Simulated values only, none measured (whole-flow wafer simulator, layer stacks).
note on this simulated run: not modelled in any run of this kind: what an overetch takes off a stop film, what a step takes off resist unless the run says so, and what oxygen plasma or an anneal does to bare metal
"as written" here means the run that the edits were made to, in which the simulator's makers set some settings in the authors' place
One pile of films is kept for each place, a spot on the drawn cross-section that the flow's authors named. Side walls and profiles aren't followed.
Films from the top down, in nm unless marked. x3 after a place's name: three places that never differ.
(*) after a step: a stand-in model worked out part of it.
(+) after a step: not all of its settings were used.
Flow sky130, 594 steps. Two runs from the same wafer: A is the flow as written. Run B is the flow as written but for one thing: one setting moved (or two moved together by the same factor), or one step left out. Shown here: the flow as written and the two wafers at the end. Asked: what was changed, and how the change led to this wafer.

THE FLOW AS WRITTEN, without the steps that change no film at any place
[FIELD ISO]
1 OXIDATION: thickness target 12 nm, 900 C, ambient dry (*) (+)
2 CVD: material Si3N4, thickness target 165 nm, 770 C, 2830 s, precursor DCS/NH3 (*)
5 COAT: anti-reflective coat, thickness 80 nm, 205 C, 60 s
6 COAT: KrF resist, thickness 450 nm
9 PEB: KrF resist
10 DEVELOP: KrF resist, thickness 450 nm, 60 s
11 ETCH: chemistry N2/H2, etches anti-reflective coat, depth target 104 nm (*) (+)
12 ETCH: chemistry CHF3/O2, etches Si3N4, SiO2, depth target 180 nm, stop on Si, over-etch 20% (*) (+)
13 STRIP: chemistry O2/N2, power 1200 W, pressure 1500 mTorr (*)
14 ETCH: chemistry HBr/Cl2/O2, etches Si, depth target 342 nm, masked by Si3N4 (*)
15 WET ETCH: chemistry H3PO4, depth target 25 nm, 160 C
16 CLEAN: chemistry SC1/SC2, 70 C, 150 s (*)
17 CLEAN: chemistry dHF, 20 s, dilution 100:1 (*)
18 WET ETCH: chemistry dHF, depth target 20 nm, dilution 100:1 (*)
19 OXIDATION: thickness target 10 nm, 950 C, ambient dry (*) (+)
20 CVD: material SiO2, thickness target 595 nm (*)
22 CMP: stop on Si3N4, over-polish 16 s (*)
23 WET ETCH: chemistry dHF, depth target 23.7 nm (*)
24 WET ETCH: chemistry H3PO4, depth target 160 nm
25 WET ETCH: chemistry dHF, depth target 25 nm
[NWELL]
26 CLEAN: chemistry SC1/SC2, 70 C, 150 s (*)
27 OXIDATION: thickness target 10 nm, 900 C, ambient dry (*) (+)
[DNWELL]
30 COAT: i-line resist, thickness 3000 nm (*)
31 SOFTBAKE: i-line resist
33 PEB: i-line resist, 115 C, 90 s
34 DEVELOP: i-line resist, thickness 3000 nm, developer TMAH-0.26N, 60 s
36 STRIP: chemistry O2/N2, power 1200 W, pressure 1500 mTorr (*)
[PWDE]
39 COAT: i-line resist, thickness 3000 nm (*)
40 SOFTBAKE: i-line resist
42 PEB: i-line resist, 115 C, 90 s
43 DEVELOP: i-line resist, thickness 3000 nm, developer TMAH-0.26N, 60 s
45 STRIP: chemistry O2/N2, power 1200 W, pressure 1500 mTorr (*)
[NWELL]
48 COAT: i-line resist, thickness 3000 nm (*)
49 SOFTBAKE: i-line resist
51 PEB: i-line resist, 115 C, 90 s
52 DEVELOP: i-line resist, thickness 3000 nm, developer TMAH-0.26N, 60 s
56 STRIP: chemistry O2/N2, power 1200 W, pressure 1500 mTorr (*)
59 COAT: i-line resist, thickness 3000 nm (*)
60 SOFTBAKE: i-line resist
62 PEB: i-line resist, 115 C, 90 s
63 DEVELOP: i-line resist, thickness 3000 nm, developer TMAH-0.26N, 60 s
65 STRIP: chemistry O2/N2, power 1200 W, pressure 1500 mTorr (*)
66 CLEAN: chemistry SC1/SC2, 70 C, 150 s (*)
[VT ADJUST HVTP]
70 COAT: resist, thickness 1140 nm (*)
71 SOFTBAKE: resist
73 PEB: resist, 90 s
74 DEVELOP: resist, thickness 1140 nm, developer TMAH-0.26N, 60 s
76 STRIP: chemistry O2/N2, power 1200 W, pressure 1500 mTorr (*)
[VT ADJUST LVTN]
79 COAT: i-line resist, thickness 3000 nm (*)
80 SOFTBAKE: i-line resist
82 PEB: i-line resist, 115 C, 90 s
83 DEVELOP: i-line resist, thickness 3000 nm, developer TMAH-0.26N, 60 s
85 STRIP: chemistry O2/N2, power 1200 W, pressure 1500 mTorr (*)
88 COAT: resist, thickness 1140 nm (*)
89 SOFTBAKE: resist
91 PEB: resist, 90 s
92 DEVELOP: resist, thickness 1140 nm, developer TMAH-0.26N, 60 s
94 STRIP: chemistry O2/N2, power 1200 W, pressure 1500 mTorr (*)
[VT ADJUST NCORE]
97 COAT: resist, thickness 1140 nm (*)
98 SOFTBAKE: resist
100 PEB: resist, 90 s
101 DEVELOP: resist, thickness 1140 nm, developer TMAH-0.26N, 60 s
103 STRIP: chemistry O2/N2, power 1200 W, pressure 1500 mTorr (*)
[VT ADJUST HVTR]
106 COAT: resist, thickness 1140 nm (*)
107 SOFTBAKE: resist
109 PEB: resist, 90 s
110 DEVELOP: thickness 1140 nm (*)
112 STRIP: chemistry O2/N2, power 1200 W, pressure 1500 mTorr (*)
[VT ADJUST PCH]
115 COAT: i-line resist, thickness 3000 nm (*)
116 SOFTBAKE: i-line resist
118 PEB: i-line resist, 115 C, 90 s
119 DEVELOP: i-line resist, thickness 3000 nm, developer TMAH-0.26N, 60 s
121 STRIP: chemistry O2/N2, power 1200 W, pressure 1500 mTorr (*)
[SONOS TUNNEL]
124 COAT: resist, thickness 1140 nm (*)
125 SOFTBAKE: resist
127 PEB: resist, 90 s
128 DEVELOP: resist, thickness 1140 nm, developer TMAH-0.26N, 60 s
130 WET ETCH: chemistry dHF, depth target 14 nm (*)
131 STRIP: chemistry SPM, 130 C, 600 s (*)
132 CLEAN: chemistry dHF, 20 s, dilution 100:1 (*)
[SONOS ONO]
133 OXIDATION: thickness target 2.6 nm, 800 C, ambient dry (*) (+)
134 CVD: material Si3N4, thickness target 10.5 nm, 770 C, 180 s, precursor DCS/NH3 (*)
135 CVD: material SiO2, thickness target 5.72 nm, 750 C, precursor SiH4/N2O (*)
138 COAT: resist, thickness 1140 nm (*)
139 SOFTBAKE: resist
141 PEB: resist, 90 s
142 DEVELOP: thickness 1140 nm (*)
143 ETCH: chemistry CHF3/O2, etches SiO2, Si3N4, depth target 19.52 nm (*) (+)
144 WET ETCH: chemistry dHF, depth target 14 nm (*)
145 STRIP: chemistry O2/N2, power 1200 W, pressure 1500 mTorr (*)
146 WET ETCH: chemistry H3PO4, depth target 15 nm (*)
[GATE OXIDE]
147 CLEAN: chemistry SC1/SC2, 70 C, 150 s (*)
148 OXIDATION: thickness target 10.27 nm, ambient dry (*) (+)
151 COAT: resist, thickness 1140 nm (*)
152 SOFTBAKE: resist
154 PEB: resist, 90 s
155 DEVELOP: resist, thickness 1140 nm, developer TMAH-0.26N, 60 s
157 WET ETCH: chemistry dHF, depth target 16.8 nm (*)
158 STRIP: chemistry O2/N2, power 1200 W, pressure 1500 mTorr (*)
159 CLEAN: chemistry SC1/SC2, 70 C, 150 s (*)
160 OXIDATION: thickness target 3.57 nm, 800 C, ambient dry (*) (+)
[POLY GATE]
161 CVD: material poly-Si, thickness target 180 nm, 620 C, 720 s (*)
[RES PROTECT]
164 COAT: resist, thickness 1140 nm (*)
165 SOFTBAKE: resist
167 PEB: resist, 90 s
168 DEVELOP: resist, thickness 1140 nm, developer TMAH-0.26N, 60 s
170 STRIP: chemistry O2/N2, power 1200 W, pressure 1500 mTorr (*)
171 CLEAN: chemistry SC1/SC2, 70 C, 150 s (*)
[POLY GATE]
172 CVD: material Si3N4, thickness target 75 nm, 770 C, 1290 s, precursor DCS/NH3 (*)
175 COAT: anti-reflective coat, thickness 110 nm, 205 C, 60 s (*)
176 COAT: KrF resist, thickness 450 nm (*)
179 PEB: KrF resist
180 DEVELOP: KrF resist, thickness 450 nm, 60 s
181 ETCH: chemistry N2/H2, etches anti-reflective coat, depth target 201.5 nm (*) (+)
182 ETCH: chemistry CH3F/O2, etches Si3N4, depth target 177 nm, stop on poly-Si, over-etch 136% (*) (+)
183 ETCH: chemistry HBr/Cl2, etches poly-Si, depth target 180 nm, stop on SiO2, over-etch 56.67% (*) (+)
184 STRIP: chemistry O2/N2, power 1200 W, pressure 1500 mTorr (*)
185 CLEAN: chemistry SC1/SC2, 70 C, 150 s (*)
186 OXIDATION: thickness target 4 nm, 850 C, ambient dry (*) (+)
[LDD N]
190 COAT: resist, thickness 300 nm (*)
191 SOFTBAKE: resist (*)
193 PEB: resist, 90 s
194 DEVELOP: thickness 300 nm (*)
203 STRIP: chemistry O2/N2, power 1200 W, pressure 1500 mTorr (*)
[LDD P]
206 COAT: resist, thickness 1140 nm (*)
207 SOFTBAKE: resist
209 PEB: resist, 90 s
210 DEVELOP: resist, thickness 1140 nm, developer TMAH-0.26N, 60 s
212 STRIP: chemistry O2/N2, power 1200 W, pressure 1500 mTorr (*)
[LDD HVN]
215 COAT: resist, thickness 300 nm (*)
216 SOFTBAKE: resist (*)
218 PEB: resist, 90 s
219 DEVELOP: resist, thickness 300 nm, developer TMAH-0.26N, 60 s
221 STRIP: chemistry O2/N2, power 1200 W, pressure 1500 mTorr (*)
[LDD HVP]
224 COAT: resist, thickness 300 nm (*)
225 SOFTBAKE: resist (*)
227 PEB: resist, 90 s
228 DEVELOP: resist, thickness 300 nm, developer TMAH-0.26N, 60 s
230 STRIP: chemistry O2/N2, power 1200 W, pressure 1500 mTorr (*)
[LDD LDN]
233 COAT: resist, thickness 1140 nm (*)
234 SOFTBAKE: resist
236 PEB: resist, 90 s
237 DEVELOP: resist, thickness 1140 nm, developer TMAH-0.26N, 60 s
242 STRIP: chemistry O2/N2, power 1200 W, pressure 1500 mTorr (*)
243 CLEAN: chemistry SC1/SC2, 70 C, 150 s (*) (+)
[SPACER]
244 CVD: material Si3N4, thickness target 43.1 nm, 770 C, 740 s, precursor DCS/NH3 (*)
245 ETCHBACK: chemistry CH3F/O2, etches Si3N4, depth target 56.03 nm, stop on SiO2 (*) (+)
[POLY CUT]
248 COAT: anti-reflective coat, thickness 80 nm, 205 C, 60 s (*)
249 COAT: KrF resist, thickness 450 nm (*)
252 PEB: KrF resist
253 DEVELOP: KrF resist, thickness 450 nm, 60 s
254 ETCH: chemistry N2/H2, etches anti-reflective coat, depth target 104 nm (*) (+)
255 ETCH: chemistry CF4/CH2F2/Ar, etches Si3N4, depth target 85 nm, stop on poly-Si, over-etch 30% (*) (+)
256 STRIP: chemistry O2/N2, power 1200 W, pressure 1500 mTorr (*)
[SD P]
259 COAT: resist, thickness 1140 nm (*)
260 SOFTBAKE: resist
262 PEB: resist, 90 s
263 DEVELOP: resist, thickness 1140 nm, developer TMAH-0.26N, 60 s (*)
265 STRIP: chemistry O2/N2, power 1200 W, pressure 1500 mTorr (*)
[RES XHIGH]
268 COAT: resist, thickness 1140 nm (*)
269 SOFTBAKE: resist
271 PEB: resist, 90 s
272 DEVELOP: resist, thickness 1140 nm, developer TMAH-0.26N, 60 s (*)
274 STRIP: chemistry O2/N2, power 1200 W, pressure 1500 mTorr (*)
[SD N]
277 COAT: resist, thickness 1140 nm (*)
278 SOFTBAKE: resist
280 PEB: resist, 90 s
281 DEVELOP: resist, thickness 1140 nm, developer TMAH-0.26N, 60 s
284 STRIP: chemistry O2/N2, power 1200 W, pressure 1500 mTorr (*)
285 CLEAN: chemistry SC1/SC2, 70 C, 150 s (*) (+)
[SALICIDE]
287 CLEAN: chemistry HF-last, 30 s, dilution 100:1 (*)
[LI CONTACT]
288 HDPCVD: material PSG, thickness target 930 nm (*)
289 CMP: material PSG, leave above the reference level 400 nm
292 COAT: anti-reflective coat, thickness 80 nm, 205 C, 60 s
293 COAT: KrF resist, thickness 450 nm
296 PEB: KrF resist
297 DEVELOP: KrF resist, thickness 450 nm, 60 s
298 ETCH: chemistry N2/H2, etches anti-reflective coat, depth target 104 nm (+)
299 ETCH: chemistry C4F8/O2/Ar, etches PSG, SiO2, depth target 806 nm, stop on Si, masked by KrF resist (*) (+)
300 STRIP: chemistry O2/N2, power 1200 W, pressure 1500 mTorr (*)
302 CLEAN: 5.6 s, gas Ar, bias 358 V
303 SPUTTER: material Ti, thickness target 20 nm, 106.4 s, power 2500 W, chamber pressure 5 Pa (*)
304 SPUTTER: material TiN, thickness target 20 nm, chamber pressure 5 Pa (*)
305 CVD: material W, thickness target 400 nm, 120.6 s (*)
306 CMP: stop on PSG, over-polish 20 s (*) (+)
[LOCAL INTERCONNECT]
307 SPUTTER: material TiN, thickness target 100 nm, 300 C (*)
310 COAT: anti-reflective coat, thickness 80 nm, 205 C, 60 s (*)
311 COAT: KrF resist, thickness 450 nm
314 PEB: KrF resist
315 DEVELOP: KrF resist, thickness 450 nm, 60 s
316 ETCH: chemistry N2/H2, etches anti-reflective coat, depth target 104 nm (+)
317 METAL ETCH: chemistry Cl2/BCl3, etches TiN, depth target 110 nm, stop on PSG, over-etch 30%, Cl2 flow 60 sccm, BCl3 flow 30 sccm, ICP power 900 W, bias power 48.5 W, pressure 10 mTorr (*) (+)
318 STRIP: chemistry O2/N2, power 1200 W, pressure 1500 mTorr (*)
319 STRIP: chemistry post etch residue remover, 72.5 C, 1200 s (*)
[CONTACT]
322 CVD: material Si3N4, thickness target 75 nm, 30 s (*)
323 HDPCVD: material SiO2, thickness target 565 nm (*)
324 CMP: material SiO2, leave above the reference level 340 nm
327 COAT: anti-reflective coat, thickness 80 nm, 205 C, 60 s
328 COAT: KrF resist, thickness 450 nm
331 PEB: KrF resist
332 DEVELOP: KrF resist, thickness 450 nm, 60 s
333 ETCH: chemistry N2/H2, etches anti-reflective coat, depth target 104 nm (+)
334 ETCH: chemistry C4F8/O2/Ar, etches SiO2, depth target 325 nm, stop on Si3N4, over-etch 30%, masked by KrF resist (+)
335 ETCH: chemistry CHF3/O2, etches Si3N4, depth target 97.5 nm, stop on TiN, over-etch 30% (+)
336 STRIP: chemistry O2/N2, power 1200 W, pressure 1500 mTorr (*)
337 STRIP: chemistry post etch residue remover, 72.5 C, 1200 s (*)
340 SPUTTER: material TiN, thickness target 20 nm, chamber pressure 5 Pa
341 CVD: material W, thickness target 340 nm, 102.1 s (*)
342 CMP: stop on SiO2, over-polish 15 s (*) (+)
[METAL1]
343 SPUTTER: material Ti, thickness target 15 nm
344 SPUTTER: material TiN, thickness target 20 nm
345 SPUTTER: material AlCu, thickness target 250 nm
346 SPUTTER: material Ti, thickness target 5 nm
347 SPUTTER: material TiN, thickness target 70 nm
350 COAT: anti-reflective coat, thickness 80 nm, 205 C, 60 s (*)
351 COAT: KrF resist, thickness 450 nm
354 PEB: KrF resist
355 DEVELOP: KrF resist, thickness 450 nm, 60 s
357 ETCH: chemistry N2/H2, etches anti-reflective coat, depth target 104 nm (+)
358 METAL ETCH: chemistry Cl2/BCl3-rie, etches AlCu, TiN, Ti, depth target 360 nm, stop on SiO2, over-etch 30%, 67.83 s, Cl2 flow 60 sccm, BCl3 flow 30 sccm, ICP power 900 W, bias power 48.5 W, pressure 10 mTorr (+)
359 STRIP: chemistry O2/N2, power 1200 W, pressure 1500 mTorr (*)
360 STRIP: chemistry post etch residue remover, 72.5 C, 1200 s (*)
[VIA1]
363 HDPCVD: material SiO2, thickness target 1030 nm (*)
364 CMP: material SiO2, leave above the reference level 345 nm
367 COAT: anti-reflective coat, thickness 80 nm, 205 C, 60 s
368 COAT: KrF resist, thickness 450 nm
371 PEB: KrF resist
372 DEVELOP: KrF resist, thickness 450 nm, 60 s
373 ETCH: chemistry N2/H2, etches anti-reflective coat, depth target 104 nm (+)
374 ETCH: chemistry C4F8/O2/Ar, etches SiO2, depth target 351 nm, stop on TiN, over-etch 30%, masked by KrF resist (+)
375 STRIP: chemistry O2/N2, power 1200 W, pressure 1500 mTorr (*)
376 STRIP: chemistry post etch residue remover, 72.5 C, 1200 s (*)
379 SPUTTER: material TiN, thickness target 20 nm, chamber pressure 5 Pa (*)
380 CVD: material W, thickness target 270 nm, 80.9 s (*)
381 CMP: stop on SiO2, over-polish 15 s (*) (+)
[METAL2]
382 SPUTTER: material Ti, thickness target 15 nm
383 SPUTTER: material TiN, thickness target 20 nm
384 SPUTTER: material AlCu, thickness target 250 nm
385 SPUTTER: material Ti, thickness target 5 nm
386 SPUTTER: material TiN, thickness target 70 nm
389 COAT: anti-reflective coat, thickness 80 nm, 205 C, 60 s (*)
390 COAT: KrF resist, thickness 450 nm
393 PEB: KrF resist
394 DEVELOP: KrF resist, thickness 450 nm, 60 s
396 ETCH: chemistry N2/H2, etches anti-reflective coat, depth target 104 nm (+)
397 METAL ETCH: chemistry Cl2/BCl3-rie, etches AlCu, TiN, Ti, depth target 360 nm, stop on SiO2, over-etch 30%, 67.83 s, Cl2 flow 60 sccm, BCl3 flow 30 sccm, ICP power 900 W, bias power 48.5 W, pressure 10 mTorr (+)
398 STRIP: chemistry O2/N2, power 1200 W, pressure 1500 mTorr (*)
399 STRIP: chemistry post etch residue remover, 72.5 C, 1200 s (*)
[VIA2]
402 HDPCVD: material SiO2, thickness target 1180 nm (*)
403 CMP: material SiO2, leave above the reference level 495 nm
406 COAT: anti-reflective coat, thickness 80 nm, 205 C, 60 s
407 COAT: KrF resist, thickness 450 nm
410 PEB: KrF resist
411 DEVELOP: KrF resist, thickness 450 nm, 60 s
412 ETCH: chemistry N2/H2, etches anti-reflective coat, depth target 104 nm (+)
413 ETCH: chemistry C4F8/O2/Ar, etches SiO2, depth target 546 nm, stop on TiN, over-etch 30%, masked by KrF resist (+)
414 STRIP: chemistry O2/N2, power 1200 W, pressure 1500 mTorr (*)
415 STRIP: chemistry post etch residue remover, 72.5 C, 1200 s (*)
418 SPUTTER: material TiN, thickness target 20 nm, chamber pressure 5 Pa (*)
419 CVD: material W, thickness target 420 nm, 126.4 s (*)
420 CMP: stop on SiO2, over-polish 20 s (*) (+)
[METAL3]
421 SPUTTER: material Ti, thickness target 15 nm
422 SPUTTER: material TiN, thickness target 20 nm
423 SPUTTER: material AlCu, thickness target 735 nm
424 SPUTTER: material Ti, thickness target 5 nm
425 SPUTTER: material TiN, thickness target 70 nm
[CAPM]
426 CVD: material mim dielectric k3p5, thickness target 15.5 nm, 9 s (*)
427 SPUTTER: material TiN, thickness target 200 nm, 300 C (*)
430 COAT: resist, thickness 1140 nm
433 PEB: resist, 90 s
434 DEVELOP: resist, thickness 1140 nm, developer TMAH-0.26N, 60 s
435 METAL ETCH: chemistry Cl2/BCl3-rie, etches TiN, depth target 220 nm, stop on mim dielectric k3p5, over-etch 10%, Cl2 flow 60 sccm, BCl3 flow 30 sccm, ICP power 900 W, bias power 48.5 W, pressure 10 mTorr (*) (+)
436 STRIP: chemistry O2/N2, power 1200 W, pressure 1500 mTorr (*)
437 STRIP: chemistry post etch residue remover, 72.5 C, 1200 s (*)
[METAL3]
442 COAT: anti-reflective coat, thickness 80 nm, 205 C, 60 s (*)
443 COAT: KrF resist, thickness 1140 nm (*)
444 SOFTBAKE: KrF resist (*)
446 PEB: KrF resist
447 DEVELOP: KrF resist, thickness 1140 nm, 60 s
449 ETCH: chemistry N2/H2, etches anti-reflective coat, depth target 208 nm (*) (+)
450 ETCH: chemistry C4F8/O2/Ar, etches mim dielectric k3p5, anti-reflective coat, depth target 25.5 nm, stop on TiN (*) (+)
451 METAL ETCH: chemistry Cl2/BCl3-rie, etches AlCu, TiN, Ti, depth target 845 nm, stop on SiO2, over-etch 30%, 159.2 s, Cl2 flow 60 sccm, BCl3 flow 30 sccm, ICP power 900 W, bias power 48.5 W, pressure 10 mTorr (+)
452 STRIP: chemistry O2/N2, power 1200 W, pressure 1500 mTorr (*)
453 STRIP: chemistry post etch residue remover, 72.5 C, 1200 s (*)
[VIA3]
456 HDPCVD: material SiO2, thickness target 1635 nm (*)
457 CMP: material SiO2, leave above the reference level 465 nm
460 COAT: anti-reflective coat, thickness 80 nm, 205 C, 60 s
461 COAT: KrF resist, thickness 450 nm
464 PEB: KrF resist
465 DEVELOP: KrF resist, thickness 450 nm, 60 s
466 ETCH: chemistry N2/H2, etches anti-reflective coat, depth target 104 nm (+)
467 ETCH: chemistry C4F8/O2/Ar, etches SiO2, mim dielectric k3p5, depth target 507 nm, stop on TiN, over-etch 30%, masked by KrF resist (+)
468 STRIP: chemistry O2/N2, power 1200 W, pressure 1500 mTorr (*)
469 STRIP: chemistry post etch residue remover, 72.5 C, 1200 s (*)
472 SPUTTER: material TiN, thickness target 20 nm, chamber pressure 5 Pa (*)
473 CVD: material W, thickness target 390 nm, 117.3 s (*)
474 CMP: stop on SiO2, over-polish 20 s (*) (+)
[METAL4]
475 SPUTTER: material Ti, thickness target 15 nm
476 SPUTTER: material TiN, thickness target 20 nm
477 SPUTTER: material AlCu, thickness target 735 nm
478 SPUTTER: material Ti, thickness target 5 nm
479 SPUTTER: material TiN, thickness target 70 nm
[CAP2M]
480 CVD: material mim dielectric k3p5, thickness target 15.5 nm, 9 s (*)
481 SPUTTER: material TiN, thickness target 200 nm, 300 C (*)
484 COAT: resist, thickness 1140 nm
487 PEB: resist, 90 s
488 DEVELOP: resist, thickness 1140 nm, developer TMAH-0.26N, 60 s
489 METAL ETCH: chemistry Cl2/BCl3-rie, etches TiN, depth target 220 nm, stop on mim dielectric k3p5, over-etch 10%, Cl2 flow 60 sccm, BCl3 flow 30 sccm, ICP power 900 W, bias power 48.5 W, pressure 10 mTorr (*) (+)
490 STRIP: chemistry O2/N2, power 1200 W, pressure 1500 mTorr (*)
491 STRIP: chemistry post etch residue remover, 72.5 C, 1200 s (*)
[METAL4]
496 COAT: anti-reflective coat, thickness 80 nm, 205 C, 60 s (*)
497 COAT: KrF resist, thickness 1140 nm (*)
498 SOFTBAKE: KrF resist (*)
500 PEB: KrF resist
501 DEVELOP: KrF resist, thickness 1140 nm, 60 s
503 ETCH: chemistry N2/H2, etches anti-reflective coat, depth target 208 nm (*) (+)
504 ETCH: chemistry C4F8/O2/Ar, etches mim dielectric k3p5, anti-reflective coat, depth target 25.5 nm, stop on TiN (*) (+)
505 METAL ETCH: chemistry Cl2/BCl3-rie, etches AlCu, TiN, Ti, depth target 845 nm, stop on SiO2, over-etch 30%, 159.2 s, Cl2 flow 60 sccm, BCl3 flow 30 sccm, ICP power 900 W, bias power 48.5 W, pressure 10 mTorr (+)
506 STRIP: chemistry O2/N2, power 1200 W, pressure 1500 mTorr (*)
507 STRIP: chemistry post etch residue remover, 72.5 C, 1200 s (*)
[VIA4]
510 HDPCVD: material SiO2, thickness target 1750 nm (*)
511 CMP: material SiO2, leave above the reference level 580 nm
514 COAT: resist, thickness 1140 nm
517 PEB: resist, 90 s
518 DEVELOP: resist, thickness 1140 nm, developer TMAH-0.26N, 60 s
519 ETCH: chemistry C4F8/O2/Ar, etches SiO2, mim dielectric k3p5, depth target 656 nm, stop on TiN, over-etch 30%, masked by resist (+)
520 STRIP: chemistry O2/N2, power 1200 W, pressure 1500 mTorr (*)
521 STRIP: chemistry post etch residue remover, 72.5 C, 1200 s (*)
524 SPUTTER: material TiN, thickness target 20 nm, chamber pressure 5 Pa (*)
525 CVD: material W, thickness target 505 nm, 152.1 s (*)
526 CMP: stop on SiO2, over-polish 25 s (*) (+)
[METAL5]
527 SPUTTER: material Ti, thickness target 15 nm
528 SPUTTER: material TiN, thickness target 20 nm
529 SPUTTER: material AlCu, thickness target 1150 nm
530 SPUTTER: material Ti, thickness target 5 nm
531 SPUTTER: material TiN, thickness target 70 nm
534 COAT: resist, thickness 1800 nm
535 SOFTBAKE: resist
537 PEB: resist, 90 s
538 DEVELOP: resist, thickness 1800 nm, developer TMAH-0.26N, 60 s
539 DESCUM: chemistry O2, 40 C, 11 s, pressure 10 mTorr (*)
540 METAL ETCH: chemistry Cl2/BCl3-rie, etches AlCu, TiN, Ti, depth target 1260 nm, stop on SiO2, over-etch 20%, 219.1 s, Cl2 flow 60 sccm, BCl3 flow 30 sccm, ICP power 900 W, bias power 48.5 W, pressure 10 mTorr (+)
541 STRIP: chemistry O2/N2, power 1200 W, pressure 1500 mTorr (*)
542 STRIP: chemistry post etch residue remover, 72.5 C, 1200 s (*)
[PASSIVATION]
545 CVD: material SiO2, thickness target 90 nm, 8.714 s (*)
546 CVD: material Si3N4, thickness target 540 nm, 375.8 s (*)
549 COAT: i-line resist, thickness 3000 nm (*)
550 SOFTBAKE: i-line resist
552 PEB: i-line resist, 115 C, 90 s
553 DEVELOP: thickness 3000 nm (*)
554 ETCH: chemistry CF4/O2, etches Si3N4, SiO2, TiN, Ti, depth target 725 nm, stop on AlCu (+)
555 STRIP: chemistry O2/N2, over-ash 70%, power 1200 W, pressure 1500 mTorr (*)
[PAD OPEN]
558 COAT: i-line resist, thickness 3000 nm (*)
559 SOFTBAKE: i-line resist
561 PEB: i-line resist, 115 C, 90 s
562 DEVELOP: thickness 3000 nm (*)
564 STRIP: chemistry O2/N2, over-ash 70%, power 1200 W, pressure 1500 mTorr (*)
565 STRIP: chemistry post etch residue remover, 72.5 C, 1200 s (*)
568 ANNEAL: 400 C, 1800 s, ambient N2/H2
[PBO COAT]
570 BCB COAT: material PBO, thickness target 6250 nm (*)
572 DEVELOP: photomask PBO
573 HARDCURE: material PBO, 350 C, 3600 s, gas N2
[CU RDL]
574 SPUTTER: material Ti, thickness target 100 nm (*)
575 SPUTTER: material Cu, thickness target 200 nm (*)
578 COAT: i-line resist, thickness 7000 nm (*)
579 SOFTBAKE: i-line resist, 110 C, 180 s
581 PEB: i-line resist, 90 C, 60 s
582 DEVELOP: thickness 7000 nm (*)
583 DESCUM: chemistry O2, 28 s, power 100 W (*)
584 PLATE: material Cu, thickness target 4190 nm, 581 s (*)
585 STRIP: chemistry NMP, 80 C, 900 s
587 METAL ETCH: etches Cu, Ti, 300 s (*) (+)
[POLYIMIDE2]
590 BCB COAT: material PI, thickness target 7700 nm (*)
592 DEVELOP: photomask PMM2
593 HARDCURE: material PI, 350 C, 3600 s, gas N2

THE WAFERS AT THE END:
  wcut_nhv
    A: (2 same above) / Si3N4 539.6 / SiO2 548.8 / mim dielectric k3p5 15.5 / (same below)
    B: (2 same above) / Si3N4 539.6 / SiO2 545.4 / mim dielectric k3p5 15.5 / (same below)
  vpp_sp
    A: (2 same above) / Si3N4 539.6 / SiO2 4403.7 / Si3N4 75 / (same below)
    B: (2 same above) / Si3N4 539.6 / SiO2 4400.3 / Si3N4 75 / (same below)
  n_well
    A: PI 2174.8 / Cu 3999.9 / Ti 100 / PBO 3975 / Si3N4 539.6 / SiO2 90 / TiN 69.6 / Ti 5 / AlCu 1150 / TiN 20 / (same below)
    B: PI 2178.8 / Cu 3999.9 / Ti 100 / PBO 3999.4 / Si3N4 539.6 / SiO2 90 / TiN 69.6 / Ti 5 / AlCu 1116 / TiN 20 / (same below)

The cause: step 529, SPUTTER: thickness target 1116 nm was run, where the flow has thickness target 1150 nm.
It can be read off the wafer: n_well has AlCu 1116, and step 529 as written asks for 1150 nm.

How the change led to this, step by step:
  529 SPUTTER: material AlCu, thickness target 1150 nm
      field, active, n_well and 190 more: A AlCu +1150 (new film) | B AlCu +1116 (new film)
  540 METAL ETCH: chemistry Cl2/BCl3-rie, etches AlCu, TiN, Ti, depth target 1260 nm, stop on SiO2, over-etch 20%, 219.1 s, Cl2 flow 60 sccm, BCl3 flow 30 sccm, ICP power 900 W, bias power 48.5 W, pressure 10 mTorr (+)
      field, active, gate and 175 more: A TiN -70 (all of it), Ti -5 (all of it), AlCu -1150 (all of it), TiN -20 (all of it), Ti -15 (all of it), SiO2 -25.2 | B TiN -70 (all of it), Ti -5 (all of it), AlCu -1116 (all of it), TiN -20 (all of it), Ti -15 (all of it), SiO2 -28.6
  550 SOFTBAKE: i-line resist
      rpm_encl_psd, rpm_encl_urpm: A i-line resist -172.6 | B i-line resist -167.3
      iso_guard_hv_nw, iso_guard_nowell: A i-line resist +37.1 | B i-line resist +35.9
      (and at 64 more places)
  552 PEB: i-line resist, 115 C, 90 s
      iso_guard__w2: A i-line resist -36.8 | B i-line resist -36
  555 STRIP: chemistry O2/N2, over-ash 70%, power 1200 W, pressure 1500 mTorr (*)
      n_well, p_well, sd_n, sd_p: A i-line resist -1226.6 (all of it) | B i-line resist -1256.6 (all of it)
      m1: A i-line resist -1258.7 (all of it) | B i-line resist -1287.9 (all of it)
      (and at 6 more places)
  559 SOFTBAKE: i-line resist
      iso_guard, npn_par_e: A i-line resist +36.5 | B i-line resist +35.4
      rpm_encl_psd, rpm_encl_urpm: A i-line resist -172.6 | B i-line resist -167.3
      (and at 68 more places)
  561 PEB: i-line resist, 115 C, 90 s
      iso_guard__w2: A i-line resist -36.8 | B i-line resist -36
  578 COAT: i-line resist, thickness 7000 nm (*)
      pad: A i-line resist +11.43 um (new film) | B i-line resist +11.46 um (new film)
  579 SOFTBAKE: i-line resist, 110 C, 180 s
      mim: A i-line resist -25.2 | B i-line resist -24.5
      iso_guard__w1: A i-line resist -24.8 | B i-line resist -24.1
      (and at 12 more places)
  582 DEVELOP: thickness 7000 nm (*)
      pad: A i-line resist -11.43 um (all of it) | B i-line resist -11.46 um (all of it)
